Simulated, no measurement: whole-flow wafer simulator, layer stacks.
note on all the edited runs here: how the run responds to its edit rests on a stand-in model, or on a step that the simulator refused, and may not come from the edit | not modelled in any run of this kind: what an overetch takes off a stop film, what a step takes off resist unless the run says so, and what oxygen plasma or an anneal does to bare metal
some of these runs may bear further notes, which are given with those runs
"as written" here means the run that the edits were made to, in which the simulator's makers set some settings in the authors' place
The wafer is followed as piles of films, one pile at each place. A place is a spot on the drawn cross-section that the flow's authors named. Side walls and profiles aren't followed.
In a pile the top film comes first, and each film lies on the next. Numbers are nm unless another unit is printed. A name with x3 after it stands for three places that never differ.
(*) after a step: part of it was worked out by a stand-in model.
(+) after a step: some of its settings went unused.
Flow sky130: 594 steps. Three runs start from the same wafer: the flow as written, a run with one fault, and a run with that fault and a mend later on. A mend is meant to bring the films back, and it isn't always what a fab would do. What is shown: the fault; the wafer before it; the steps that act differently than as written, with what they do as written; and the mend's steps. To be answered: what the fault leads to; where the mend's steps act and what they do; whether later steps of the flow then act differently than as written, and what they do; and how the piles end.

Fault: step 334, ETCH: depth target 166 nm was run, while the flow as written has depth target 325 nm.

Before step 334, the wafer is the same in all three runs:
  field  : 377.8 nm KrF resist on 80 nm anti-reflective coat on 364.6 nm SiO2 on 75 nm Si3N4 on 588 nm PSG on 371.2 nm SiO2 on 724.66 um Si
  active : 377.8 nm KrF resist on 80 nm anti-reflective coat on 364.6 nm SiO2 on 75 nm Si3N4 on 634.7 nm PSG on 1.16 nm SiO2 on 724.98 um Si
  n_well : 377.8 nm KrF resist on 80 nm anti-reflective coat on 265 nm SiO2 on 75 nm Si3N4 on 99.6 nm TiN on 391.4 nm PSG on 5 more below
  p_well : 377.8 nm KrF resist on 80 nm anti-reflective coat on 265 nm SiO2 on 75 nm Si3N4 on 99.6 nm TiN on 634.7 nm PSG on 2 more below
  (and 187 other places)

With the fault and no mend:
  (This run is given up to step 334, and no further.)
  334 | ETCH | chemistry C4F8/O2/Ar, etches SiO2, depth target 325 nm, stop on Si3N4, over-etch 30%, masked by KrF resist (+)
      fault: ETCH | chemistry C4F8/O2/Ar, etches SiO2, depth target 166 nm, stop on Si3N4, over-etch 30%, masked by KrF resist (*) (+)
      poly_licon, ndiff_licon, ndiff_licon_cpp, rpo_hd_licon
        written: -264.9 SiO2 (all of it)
        fault: -166 SiO2
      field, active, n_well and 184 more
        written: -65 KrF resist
        fault: -33.2 KrF resist
  The piles after step 334 differ from the flow's at field, active, n_well and 188 more by more than 2% or 0.5 nm, whichever is larger.
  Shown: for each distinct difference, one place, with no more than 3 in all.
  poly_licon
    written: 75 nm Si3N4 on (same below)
    fault: 98.9 nm SiO2 on 75 nm Si3N4 on (same below)
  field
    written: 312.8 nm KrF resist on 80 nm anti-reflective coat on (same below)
    fault: 344.6 nm KrF resist on 80 nm anti-reflective coat on (same below)

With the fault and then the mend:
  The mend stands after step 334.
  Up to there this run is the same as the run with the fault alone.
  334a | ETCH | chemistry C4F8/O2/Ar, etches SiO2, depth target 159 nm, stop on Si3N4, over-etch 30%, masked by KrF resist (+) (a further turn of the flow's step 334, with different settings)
      field, active, n_well and 184 more
        -31.8 KrF resist
      poly_licon, ndiff_licon, ndiff_licon_cpp, rpo_hd_licon
        -98.9 SiO2 (all of it)
  Later steps of the flow that are run all act as written at every place that is followed.
  The piles end the same as the flow's at every place that both follow.
